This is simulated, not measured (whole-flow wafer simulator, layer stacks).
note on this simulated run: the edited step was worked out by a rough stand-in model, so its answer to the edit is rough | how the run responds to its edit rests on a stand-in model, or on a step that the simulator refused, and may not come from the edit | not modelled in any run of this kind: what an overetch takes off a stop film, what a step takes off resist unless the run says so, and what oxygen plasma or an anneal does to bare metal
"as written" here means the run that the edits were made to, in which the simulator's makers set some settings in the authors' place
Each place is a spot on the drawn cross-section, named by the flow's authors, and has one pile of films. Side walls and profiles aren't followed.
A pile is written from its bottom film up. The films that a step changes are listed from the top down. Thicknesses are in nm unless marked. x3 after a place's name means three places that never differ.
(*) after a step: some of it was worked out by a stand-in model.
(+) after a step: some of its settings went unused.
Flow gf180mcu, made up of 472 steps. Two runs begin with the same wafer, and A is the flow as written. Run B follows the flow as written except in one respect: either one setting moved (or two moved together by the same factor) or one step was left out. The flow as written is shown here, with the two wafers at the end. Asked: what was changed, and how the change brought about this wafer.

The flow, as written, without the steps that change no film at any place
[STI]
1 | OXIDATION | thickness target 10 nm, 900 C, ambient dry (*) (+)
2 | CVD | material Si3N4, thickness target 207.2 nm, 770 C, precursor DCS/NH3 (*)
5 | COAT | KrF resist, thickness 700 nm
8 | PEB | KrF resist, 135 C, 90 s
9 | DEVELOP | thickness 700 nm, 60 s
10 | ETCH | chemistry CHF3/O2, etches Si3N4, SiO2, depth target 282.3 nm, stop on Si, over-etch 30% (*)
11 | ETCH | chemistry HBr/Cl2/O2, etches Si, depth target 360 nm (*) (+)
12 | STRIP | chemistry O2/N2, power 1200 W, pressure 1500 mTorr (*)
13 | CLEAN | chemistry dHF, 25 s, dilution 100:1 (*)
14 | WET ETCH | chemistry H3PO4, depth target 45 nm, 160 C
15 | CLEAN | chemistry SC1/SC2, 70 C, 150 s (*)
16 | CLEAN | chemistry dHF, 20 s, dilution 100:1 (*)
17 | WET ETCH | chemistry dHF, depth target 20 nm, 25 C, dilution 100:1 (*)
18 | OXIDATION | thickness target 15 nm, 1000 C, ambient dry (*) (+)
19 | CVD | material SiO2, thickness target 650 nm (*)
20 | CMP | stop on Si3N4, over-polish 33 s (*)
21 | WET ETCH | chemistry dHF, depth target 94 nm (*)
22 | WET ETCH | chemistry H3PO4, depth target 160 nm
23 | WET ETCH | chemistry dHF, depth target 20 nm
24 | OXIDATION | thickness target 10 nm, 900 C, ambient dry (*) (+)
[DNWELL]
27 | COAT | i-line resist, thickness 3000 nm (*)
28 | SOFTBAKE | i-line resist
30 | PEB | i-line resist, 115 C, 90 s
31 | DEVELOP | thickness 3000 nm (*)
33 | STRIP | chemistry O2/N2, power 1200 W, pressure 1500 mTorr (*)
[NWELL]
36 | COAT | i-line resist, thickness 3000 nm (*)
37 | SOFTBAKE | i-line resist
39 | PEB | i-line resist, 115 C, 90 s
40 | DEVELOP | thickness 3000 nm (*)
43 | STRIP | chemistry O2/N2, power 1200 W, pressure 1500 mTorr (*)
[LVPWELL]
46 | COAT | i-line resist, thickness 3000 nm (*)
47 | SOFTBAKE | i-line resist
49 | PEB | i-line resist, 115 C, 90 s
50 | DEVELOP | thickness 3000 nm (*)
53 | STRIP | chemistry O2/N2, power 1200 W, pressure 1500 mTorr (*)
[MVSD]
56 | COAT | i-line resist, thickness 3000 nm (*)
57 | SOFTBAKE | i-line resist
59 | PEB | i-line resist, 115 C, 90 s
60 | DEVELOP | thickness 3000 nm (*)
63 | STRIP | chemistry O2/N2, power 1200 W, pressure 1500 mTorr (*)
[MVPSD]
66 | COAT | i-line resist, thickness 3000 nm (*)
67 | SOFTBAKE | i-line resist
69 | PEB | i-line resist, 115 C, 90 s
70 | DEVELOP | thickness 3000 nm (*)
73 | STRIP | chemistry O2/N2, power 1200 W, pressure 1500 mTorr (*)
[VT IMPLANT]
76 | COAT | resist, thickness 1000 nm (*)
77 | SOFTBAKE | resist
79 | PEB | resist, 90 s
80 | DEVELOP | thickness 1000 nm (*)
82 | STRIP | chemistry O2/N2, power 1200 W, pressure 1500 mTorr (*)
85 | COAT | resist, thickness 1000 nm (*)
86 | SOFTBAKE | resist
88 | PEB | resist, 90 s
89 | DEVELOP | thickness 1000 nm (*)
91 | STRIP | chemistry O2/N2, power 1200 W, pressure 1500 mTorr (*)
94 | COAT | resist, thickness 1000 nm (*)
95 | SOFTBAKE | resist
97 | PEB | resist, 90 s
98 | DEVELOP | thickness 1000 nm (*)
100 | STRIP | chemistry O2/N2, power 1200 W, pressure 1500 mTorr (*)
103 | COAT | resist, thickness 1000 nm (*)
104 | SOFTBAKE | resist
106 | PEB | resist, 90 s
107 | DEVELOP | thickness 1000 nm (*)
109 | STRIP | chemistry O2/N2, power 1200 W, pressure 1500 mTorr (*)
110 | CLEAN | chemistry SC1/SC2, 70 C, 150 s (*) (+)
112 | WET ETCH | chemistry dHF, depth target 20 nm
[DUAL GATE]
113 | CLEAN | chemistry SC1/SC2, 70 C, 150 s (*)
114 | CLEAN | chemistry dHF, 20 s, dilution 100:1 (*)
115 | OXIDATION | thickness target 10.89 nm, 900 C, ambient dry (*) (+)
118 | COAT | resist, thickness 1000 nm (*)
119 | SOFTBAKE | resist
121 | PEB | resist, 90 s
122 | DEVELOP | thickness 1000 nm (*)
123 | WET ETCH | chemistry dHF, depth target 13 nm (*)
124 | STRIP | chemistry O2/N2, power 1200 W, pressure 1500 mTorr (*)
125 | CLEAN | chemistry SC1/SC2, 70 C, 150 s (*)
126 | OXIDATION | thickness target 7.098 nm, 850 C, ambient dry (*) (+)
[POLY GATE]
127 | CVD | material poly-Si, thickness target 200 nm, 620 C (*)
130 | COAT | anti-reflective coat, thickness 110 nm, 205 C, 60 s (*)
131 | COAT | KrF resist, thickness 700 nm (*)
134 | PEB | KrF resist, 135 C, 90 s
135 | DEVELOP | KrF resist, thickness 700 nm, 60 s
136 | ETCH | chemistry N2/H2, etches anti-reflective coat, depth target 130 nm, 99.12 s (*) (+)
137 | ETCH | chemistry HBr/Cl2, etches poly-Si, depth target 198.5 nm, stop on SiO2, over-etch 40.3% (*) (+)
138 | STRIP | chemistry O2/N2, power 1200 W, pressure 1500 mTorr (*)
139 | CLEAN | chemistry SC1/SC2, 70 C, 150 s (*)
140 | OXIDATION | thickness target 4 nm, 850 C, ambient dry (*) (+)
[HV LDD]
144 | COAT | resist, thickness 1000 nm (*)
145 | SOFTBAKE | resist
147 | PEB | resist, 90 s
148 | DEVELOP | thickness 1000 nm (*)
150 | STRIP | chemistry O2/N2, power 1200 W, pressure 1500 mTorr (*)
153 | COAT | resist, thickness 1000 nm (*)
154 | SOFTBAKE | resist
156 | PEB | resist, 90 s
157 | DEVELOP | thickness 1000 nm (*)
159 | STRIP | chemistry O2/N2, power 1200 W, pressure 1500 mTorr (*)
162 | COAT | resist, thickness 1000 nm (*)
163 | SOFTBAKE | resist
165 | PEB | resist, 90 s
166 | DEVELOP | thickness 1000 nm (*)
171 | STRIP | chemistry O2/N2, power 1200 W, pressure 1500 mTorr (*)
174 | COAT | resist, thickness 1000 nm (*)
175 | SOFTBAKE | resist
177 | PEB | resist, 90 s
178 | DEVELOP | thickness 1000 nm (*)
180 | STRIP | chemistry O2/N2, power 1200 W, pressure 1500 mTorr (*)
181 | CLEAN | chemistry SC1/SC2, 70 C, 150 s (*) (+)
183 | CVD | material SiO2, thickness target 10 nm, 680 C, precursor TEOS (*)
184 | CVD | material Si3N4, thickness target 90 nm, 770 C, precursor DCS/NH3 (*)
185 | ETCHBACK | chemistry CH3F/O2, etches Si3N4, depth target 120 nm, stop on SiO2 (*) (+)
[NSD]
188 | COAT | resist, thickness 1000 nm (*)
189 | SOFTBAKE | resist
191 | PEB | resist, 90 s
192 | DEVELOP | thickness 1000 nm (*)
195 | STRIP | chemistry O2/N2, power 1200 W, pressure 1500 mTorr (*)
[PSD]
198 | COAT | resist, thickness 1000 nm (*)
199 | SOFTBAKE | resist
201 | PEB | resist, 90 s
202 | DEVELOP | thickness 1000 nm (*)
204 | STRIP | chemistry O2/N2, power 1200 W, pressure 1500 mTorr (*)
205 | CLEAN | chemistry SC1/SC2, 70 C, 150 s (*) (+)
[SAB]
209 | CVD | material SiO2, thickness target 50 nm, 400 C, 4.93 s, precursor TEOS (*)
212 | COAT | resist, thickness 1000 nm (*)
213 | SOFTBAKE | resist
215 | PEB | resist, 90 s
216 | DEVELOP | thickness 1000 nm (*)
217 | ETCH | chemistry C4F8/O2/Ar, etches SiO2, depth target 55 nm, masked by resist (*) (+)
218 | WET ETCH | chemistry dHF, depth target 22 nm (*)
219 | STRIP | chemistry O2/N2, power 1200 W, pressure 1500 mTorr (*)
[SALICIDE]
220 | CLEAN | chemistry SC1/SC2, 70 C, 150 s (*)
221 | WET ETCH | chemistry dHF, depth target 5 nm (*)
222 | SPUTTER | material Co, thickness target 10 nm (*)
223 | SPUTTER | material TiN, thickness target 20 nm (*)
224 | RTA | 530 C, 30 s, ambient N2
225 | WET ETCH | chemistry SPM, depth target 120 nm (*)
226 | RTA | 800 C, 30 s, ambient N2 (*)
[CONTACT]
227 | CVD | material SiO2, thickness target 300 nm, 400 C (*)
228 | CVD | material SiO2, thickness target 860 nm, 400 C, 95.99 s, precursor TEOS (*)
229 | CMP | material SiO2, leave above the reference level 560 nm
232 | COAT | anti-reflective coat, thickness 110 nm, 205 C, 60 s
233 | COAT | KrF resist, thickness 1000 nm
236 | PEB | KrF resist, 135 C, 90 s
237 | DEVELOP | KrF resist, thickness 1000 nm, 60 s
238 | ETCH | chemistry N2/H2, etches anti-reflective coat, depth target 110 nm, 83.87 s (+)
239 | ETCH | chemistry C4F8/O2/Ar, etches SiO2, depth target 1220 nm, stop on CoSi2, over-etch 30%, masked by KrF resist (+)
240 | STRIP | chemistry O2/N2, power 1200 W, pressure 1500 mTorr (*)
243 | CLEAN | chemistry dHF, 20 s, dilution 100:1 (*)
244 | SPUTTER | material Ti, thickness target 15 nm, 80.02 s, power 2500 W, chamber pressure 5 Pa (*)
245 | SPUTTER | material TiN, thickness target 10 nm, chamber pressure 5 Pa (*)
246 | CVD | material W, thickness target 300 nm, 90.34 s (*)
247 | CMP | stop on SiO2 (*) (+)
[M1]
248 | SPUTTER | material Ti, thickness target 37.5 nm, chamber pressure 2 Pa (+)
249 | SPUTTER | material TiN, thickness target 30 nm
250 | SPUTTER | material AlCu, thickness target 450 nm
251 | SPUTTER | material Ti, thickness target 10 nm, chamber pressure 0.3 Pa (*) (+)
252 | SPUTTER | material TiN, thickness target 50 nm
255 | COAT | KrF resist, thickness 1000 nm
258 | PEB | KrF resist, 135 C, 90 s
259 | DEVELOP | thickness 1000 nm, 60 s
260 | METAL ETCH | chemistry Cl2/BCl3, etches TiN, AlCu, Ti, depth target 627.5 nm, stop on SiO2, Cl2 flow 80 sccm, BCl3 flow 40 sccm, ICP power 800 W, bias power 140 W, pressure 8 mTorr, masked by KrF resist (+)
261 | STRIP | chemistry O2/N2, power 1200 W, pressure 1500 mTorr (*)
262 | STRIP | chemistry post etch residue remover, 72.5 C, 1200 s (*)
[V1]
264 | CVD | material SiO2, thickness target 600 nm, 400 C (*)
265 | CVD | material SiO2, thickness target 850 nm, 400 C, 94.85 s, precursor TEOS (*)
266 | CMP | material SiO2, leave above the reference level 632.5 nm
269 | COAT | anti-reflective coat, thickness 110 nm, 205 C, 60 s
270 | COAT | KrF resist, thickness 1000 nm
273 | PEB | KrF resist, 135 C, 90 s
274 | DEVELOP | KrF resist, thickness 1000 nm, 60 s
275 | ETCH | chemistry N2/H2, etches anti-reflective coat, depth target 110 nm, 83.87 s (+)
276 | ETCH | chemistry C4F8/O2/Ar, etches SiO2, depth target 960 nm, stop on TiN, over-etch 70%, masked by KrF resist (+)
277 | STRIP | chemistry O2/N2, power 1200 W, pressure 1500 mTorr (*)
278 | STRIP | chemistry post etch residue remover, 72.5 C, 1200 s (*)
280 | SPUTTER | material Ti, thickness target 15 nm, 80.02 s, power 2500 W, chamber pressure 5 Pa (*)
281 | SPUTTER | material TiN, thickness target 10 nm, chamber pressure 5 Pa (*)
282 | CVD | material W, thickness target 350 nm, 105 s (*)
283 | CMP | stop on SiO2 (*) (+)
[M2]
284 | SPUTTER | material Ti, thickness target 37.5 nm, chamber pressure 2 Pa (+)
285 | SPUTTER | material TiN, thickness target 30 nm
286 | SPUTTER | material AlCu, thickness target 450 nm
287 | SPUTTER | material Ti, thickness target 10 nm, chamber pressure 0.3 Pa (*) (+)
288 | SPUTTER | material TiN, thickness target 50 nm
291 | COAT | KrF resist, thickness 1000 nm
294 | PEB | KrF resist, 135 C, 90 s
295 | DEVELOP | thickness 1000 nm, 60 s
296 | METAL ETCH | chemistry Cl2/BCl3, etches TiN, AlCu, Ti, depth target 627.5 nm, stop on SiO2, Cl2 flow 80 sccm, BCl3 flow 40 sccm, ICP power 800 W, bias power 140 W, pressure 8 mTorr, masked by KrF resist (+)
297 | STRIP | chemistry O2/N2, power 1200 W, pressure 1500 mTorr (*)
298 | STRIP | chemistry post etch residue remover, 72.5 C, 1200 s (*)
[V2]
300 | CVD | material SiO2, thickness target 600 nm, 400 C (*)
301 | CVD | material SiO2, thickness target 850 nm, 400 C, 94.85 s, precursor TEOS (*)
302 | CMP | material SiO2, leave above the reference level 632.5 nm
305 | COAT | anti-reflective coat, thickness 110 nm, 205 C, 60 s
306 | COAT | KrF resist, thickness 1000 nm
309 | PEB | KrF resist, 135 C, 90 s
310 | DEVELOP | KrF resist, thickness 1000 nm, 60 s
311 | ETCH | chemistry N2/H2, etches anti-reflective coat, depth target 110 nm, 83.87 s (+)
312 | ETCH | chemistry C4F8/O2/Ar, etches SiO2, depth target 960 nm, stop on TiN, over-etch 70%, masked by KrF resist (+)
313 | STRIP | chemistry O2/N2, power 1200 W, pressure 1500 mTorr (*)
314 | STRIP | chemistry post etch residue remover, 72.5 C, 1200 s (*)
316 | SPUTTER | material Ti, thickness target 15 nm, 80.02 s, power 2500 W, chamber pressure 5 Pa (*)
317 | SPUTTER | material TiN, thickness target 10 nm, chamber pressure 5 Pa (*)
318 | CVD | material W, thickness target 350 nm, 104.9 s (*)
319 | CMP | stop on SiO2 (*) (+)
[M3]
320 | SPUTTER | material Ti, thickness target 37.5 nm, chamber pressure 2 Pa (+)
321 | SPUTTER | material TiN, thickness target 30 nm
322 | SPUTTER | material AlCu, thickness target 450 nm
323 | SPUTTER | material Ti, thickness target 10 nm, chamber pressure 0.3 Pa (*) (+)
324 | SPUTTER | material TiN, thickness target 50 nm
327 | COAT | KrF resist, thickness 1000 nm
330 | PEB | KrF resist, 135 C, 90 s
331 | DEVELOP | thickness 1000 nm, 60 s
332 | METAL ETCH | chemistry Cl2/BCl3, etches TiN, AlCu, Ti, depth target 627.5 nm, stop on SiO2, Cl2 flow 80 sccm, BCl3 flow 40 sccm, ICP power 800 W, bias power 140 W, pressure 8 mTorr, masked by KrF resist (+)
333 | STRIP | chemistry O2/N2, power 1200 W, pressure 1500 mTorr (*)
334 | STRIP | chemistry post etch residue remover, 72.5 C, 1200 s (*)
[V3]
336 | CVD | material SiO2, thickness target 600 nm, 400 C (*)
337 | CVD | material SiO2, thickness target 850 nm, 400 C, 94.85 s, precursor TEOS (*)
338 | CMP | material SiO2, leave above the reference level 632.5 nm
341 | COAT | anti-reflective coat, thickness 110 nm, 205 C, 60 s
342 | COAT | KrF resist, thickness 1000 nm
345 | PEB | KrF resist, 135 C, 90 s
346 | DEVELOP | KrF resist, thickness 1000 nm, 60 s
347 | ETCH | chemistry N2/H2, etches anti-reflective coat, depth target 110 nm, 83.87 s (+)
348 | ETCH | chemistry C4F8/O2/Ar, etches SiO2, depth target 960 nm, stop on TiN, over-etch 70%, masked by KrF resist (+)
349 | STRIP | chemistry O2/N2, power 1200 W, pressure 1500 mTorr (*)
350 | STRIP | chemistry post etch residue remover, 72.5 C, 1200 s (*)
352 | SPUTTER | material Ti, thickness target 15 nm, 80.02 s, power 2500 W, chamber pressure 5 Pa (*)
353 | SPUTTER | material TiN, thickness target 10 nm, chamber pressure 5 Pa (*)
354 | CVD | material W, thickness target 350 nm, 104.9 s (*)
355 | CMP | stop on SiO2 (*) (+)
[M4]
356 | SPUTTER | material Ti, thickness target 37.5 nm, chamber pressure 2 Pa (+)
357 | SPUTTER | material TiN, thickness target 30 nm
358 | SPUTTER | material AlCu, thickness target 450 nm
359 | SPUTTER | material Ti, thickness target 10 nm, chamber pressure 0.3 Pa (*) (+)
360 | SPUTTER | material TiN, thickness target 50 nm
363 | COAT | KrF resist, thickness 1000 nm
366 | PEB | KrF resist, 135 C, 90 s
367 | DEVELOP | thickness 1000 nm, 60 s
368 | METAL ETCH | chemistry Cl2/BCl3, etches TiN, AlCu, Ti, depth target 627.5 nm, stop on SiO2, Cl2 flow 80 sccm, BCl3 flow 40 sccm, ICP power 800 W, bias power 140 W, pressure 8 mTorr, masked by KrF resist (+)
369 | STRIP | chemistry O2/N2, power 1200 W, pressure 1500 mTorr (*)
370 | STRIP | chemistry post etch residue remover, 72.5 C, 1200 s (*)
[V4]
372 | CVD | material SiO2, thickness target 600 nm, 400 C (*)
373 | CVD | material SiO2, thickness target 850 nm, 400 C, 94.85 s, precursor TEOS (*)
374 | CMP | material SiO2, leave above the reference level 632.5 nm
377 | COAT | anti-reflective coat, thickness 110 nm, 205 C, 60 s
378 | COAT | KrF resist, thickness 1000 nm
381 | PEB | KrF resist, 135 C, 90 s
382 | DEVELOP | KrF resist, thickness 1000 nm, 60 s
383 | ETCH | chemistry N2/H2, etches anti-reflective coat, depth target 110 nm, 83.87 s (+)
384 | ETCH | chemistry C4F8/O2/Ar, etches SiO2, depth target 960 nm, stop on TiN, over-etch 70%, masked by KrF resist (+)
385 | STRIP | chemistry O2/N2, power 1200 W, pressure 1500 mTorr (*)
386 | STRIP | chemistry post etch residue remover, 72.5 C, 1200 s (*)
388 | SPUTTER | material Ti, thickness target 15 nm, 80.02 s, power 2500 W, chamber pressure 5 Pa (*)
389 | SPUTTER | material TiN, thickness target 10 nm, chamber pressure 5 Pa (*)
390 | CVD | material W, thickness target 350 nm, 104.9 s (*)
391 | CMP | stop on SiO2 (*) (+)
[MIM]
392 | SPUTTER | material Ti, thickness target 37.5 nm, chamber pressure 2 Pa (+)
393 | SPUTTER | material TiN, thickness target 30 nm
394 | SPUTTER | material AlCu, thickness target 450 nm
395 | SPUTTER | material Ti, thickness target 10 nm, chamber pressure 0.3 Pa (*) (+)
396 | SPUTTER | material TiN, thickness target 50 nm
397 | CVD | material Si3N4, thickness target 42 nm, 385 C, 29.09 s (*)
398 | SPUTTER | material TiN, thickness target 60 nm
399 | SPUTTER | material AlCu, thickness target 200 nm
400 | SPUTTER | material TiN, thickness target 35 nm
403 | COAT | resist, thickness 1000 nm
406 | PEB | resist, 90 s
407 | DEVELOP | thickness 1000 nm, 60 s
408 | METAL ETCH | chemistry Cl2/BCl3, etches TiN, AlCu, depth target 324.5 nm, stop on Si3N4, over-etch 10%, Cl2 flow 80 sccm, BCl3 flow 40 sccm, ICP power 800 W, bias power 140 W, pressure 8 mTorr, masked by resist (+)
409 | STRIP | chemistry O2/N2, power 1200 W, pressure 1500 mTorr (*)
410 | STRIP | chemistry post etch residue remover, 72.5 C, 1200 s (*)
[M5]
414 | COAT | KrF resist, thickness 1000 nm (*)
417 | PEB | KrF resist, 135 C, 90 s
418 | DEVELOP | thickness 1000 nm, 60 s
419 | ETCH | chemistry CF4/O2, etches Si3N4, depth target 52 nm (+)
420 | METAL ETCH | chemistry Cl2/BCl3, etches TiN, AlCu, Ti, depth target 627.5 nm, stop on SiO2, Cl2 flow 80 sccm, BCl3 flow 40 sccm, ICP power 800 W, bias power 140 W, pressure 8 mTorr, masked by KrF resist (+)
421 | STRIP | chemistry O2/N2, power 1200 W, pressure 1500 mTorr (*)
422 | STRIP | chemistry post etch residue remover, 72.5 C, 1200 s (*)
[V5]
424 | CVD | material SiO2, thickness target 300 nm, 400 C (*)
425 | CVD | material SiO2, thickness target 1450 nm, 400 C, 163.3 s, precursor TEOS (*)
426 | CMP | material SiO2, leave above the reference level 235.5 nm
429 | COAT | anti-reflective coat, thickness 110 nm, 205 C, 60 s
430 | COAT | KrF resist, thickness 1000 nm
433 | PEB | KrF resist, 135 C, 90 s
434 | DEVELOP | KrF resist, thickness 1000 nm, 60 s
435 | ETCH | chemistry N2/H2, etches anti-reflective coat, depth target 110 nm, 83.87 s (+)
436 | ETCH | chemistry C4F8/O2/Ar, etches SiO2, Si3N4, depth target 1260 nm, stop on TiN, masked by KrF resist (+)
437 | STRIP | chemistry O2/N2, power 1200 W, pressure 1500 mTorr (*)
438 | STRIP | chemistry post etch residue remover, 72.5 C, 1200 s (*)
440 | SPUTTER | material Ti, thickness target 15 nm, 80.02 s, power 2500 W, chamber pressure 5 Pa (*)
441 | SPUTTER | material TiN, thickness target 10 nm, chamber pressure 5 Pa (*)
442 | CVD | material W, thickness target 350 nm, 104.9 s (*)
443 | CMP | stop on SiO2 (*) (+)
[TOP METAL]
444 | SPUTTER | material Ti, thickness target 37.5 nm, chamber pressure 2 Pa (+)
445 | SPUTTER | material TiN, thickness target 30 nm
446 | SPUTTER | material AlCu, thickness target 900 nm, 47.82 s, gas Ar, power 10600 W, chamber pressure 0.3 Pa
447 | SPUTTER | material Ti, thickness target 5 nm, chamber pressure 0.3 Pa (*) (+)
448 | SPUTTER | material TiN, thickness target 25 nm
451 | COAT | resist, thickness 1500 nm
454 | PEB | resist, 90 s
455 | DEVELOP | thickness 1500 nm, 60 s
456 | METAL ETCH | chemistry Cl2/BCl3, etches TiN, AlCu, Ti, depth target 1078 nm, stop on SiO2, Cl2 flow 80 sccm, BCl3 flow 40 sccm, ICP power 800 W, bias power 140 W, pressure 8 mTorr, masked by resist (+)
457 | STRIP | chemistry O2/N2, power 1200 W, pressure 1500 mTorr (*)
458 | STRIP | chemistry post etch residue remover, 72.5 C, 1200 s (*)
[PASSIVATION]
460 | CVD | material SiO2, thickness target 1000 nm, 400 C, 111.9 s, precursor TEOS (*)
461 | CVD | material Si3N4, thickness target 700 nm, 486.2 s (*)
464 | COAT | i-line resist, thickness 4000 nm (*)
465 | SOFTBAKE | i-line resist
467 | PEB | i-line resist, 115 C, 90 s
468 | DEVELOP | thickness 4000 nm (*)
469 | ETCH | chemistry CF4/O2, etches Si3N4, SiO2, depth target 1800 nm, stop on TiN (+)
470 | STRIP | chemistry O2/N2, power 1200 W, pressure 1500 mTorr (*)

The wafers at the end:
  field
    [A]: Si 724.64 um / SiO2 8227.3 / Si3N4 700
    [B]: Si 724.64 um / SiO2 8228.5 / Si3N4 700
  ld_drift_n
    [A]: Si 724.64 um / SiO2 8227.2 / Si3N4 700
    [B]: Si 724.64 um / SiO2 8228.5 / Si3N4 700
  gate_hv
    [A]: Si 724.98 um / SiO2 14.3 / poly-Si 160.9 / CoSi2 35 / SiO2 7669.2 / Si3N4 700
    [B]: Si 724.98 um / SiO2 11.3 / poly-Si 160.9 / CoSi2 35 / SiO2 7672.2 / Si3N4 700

What caused this: step 126, OXIDATION: thickness target 3.55 nm was run, whereas the flow has thickness target 7.098 nm.

How this came from the change, step by step:
  126 | OXIDATION | thickness target 7.098 nm, 850 C, ambient dry (*) (+)
      gate_hv, active_hv, active_nat and 25 more: A +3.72 SiO2, -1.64 Si | B +0.8 SiO2, -0.35 Si
      active, n_well, p_well and 12 more: A +7.1 SiO2 (new film), -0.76 chemical SiO2 (all of it), -2.79 Si | B +3.55 SiO2 (new film), -0.76 chemical SiO2 (all of it), -1.23 Si
  145 | SOFTBAKE | resist
      active_nat: A +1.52 resist | B +2.56 resist
  154 | SOFTBAKE | resist
      active_nat: A +1.52 resist | B +2.56 resist
  163 | SOFTBAKE | resist
      active_nat: A +1.52 resist | B +2.56 resist
  175 | SOFTBAKE | resist
      active_nat: A +1.52 resist | B +2.56 resist
  189 | SOFTBAKE | resist
      field__w9: A +1.85 resist | B -1.05 resist
      active_hv: A +0.78 resist | B +0.19 resist
      (and at 1 other place as well)
  199 | SOFTBAKE | resist
      field__w9: A +1.85 resist | B -1.05 resist
      active_hv: A +0.78 resist | B +0.19 resist
      (and at 1 other place as well)
  218 | WET ETCH | chemistry dHF, depth target 22 nm (*)
      active, p_well, sd_n, iso_ptap_pw, iso_ntap_nw, iso_ptap_sub, vpnp_e: A -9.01 SiO2 (all of it) | B -5.84 SiO2 (all of it)
      ldn_tap, ldn_src, ldn_drn, ldp_tap, ldp_src, ldp_drn, ldp_gr: A -16 SiO2 (all of it) | B -13.2 SiO2 (all of it)
      (and at 9 other places as well)
  223 | SPUTTER | material TiN, thickness target 20 nm (*)
      field__w12: A +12 TiN (new film) | B +12.6 TiN (new film)
  225 | WET ETCH | chemistry SPM, depth target 120 nm (*)
      field__w12: A -12 TiN (all of it), -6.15 Co (all of it) | B -12.6 TiN (all of it), -6.16 Co (all of it)
